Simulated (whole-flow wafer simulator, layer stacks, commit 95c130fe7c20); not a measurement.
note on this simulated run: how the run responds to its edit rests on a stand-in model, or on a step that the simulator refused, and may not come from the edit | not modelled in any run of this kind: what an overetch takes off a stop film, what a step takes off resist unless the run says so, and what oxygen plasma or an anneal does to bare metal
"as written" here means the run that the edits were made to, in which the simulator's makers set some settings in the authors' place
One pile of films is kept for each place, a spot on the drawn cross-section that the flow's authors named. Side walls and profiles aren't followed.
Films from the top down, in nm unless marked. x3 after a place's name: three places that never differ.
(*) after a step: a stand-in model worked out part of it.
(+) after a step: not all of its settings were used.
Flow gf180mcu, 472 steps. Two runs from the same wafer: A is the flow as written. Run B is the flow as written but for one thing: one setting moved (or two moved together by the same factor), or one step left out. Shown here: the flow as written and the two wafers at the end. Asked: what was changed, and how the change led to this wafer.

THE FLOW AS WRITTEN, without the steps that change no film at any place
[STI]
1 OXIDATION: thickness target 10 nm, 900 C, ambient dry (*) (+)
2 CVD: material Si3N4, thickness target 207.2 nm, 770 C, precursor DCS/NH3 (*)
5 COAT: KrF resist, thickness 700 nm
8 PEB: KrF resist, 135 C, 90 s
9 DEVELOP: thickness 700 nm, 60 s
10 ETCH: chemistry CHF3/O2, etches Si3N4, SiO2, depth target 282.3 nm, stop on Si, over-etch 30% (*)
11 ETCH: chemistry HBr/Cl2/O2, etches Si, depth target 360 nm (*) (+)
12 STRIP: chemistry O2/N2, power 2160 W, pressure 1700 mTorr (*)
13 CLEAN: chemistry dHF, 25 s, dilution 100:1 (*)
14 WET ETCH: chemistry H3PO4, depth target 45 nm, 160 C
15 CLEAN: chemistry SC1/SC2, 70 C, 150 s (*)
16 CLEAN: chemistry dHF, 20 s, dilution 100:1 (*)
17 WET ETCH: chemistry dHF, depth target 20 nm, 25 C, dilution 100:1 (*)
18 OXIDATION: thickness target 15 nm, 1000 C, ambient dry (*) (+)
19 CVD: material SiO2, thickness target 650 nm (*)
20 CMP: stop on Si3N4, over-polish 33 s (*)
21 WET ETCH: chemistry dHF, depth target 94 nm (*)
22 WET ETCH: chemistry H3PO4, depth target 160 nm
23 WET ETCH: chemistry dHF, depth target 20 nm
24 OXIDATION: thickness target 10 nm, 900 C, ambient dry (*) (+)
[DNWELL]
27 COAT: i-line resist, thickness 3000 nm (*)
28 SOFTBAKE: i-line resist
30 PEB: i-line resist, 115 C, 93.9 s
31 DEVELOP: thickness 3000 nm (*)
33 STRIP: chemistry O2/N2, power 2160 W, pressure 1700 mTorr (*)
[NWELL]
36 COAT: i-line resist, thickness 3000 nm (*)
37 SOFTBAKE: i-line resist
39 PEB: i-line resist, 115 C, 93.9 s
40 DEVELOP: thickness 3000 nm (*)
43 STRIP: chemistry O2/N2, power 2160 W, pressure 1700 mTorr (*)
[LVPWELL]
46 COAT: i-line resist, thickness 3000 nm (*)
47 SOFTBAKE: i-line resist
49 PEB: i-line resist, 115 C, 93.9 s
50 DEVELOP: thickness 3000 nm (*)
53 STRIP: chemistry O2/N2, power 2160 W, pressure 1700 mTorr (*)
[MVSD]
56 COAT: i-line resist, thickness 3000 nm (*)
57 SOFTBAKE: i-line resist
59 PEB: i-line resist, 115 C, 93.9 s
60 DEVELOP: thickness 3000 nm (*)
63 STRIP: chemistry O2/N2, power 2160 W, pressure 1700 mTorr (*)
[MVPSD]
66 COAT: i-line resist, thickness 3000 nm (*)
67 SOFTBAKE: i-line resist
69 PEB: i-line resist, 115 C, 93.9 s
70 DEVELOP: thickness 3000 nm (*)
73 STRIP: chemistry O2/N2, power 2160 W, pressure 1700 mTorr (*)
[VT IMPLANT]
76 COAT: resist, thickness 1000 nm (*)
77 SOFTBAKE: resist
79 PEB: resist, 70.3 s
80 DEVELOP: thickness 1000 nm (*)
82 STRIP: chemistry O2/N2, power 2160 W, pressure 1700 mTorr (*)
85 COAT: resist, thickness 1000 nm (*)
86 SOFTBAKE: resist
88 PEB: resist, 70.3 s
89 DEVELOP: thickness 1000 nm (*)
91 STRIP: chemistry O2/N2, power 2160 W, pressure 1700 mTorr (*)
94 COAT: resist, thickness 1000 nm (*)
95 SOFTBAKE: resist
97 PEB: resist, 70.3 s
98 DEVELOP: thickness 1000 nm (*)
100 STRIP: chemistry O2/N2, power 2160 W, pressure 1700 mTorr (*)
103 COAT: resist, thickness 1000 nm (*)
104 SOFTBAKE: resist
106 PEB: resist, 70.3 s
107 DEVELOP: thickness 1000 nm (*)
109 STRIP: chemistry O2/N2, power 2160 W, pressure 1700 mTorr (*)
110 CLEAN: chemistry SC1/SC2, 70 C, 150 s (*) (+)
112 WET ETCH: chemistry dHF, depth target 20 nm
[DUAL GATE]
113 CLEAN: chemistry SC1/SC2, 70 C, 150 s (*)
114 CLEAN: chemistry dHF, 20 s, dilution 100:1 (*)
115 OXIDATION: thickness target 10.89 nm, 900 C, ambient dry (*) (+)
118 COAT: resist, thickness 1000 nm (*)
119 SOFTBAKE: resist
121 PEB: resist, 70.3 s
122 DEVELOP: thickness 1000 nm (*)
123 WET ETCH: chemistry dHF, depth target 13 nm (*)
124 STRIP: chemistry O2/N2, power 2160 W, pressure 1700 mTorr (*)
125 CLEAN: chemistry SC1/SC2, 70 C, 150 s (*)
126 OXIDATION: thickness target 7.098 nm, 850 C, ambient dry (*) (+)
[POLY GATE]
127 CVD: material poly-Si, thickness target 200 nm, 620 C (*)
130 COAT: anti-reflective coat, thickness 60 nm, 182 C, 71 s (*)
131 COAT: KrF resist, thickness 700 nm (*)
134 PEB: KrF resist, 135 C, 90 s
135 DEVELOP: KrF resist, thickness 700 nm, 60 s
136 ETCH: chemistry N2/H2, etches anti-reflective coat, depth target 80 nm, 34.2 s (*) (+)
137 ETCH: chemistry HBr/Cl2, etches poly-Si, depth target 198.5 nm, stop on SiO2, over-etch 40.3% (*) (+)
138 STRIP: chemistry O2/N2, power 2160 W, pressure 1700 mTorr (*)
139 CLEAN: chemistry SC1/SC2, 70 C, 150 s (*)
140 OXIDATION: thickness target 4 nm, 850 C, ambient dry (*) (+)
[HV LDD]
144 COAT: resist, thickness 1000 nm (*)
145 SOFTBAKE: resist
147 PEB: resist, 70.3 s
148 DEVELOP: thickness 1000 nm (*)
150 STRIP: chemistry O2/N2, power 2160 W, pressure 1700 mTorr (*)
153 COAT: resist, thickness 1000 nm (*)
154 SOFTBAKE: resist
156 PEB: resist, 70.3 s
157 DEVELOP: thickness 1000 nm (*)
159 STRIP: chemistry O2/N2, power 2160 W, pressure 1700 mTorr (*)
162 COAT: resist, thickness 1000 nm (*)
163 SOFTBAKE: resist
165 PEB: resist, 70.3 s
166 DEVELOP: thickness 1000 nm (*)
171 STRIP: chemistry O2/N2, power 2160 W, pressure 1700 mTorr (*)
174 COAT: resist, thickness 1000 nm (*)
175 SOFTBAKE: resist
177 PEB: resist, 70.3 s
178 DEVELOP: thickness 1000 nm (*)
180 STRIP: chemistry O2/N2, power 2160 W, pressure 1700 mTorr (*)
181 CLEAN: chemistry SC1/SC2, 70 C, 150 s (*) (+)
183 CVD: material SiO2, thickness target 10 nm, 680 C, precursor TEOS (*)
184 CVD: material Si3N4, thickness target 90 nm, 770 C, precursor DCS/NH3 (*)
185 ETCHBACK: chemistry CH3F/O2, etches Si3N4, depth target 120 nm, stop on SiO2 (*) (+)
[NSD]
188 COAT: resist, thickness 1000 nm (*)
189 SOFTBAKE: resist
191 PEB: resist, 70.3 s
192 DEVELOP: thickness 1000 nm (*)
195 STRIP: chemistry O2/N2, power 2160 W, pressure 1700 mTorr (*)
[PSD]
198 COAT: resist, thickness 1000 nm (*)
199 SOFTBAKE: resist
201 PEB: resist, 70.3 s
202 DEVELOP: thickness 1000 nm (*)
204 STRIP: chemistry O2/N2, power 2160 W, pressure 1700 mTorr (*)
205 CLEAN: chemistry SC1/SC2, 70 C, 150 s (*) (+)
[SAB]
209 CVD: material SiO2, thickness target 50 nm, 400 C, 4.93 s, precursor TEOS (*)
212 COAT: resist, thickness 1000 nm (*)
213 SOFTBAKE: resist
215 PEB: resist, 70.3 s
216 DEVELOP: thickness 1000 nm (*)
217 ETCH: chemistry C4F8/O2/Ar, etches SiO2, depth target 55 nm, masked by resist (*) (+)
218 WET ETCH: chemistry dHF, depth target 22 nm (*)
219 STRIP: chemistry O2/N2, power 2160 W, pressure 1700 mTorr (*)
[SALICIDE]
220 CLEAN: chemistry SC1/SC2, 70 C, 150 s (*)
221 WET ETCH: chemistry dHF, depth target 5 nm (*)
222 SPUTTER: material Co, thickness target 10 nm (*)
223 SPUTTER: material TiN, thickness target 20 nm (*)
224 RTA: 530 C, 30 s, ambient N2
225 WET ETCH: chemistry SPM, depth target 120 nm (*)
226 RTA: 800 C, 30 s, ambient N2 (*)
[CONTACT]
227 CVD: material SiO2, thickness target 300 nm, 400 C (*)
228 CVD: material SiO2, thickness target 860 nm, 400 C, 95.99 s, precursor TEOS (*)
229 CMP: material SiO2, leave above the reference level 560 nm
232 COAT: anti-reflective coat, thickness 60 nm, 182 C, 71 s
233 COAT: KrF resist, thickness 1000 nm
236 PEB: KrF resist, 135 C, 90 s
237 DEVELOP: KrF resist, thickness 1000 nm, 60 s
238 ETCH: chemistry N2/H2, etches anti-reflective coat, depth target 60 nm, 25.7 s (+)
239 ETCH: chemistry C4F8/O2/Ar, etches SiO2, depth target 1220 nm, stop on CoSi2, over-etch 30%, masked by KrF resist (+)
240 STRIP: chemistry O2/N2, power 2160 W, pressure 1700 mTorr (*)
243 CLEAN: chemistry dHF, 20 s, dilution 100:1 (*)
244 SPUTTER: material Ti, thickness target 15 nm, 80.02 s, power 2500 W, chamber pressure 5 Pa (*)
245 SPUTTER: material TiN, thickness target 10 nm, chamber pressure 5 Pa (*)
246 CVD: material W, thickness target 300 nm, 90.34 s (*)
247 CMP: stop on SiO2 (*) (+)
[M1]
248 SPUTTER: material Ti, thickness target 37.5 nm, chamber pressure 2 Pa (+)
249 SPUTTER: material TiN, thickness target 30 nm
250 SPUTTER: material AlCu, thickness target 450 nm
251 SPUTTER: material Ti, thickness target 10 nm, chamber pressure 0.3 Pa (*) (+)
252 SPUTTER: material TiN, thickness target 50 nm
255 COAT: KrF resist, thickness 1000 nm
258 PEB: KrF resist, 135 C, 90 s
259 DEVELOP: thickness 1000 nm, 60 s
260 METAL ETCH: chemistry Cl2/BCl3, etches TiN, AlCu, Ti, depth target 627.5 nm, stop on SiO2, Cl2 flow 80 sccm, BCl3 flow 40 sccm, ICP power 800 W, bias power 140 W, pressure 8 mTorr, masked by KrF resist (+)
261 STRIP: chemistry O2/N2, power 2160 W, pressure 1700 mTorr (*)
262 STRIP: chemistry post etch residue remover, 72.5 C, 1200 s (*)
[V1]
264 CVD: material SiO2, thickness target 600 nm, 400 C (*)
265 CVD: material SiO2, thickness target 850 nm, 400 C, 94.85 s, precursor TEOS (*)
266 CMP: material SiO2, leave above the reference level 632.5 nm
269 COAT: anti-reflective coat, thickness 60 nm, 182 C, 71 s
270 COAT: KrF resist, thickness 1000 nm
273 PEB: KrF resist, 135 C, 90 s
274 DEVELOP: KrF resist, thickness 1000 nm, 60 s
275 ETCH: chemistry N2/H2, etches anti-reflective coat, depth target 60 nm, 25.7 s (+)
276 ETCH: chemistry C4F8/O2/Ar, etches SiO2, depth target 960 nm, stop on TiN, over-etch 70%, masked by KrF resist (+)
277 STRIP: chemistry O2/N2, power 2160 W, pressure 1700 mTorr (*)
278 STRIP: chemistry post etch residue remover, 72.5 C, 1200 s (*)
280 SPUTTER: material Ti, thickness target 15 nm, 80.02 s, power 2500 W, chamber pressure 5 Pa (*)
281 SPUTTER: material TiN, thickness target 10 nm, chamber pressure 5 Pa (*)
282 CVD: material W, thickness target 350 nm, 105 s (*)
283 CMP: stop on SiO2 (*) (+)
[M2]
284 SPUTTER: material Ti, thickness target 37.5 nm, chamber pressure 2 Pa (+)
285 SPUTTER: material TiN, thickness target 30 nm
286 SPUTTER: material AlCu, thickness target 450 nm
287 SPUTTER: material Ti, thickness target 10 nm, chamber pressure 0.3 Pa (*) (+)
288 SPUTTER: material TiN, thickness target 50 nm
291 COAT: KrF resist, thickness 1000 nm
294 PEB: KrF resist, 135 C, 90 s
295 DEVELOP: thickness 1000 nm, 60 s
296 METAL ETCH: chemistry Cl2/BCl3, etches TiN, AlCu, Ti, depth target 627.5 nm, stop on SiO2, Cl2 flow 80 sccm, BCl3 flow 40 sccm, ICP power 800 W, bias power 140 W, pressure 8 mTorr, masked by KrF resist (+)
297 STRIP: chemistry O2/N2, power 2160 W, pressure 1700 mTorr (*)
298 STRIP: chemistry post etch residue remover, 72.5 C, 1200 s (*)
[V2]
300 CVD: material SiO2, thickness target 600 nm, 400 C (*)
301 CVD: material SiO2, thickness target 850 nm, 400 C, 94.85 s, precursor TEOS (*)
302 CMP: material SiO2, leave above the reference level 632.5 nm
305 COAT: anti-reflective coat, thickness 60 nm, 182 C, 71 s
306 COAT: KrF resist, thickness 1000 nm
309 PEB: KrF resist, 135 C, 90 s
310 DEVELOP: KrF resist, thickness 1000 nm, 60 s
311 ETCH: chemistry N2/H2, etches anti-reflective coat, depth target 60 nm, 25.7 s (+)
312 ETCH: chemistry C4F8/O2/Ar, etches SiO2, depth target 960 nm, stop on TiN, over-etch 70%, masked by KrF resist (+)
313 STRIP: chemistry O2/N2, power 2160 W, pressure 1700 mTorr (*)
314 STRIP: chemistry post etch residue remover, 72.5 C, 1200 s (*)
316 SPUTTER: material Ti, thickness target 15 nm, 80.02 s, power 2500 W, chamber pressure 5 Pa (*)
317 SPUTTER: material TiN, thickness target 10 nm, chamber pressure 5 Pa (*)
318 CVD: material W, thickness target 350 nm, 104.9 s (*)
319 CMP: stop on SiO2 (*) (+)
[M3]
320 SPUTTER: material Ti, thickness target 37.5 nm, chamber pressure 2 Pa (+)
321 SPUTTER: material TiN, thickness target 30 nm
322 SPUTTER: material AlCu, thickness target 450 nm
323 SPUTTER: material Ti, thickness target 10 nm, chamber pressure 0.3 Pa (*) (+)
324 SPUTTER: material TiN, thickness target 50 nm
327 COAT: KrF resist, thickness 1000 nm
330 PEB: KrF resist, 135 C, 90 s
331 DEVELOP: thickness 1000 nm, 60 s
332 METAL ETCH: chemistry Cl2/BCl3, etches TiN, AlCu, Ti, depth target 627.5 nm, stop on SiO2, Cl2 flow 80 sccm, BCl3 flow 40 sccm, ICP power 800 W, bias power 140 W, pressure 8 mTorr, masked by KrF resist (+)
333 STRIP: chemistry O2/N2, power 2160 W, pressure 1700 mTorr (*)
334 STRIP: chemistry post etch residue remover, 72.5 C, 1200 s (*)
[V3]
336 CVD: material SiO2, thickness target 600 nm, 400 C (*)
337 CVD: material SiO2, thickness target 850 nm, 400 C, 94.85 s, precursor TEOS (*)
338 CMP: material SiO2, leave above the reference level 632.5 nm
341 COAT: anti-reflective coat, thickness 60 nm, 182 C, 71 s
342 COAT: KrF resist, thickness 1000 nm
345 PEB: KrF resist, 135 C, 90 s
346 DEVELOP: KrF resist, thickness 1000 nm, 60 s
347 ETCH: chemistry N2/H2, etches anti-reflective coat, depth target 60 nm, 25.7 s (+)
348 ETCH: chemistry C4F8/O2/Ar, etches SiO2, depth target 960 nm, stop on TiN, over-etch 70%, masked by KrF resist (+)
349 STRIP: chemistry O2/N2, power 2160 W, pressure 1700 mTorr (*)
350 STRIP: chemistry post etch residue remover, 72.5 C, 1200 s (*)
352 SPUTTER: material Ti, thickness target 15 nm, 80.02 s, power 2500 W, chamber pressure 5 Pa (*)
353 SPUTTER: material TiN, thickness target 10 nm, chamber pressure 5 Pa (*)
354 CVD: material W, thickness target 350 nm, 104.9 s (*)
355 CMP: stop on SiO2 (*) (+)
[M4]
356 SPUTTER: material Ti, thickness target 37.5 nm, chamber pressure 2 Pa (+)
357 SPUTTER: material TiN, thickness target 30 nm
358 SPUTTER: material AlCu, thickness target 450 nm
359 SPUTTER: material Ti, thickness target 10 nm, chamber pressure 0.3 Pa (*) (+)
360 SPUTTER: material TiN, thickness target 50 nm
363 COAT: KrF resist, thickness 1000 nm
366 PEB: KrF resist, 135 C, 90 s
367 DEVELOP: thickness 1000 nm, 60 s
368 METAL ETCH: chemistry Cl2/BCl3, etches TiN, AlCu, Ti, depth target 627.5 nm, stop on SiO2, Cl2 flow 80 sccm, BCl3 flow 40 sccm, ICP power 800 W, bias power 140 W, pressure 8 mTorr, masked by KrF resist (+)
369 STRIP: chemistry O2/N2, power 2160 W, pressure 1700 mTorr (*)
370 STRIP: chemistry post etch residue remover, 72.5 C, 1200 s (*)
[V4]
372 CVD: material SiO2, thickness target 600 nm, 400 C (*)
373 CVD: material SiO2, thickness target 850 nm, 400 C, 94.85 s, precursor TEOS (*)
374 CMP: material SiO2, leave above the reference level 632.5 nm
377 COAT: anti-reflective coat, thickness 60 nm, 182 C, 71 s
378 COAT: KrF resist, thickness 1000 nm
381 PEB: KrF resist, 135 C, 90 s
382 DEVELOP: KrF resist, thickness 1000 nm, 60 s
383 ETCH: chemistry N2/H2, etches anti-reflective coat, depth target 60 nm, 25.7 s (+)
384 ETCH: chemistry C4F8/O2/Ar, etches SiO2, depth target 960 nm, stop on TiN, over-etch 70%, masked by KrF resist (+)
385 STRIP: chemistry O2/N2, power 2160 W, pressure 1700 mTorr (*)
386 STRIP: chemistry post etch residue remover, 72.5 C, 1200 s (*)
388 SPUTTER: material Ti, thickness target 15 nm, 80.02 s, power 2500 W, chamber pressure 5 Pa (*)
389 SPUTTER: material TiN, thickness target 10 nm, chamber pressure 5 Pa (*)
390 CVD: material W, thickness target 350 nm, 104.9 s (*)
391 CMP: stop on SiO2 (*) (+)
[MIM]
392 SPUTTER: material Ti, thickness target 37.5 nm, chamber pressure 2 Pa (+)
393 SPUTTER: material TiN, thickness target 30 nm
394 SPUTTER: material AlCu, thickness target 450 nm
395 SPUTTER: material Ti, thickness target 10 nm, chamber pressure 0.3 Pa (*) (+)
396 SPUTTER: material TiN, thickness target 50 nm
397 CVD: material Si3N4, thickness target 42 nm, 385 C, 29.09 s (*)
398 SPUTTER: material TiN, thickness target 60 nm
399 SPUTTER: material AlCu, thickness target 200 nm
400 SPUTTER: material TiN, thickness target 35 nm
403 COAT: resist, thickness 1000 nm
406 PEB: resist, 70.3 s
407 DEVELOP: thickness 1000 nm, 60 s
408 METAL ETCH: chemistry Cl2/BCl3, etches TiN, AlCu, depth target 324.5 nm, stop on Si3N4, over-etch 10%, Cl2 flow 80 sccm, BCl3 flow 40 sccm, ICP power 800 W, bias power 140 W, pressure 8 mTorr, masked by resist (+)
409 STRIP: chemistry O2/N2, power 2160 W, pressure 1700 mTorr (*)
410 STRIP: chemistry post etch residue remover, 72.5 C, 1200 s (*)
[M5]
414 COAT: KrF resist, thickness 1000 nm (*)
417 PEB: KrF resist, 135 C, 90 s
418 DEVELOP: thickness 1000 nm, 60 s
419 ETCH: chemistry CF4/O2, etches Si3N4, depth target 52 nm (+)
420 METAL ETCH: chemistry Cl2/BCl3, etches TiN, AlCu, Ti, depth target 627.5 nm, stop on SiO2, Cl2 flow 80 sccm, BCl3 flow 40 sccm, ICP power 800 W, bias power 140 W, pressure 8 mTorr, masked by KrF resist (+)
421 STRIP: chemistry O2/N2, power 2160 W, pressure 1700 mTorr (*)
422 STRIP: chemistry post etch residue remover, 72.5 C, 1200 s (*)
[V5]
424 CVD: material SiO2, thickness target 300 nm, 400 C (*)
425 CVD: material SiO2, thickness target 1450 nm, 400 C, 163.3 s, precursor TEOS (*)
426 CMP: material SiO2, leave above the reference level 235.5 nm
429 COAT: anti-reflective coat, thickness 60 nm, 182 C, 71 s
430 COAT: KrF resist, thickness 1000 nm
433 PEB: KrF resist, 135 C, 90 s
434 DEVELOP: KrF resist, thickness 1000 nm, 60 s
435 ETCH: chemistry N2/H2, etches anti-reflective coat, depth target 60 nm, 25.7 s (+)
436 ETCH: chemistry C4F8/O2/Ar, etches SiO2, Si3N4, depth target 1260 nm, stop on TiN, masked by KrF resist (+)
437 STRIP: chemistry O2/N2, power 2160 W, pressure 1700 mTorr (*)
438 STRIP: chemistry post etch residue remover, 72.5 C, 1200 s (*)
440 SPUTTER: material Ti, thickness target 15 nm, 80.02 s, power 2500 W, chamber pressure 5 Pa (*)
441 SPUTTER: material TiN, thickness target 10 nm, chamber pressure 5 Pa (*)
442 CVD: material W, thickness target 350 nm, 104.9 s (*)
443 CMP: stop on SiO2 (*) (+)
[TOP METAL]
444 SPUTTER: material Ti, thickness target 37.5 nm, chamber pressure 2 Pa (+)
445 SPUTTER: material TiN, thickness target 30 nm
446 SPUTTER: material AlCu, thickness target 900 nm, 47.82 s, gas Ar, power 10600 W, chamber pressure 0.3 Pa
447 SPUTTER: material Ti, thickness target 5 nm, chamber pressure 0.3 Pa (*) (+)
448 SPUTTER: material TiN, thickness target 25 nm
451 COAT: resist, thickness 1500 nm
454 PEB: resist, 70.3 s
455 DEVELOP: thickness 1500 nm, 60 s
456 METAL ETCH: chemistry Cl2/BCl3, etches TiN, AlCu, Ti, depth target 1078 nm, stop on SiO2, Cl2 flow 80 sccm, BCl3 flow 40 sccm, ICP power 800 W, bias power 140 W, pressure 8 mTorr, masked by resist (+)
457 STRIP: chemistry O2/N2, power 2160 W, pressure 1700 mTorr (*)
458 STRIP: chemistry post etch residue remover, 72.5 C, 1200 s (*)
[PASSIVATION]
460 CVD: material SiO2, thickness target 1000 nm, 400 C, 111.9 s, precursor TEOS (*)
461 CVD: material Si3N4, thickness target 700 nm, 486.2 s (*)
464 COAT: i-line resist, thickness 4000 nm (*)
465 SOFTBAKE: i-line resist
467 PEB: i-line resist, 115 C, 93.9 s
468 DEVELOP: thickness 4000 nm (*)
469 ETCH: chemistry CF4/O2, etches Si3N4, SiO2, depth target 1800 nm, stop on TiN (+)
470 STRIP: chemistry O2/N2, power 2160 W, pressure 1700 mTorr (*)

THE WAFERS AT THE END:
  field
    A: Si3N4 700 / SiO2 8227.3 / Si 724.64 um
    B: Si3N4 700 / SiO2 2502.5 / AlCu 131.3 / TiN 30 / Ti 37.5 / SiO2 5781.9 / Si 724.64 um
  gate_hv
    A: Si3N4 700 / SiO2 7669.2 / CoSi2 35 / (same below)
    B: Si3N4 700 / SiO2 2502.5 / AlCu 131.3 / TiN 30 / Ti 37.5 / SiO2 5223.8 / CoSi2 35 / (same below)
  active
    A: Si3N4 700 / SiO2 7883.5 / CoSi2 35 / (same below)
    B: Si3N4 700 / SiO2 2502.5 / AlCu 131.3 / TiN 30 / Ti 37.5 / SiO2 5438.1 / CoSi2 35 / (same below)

The cause: step 394, SPUTTER: thickness target 706 nm was run, where the flow has thickness target 450 nm.

How the change led to this, step by step:
  394 SPUTTER: material AlCu, thickness target 450 nm
      field, field__w1, field__w2 and 108 more: A AlCu +450 (new film) | B AlCu +706 (new film)
  420 METAL ETCH: chemistry Cl2/BCl3, etches TiN, AlCu, Ti, depth target 627.5 nm, stop on SiO2, Cl2 flow 80 sccm, BCl3 flow 40 sccm, ICP power 800 W, bias power 140 W, pressure 8 mTorr, masked by KrF resist (+)
      field, field__w1, field__w2 and 101 more: A TiN -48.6 (all of it), Ti -10 (all of it), AlCu -450 (all of it), TiN -30 (all of it), Ti -37.5 (all of it) | B TiN -48.6 (all of it), Ti -10 (all of it), AlCu -568.9
  422 STRIP: chemistry post etch residue remover, 72.5 C, 1200 s (*)
      field, field__w1, field__w2 and 101 more: A nothing | B AlCu -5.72
  424 CVD: material SiO2, thickness target 300 nm, 400 C (*)
      field, field__w1, field__w2 and 101 more: A SiO2 +300 | B SiO2 +300 (new film)
  426 CMP: material SiO2, leave above the reference level 235.5 nm
      field, field__w1, field__w5 and 92 more: A SiO2 -300.8 | B SiO2 -243.7
      field__w2, field__w3, field__w12 and 6 more: A SiO2 -272.7 | B SiO2 -212.9
Counting metal films that touch as one body, field has 1 body; the flow as written gives 0 bodies.
Counting metal films that touch as one body, gate_hv has 2 bodies (between them, from the top down: SiO2 5223.8); the flow as written gives 1 body.
Counting metal films that touch as one body, active has 2 bodies (between them, from the top down: SiO2 5438.1); the flow as written gives 1 body.
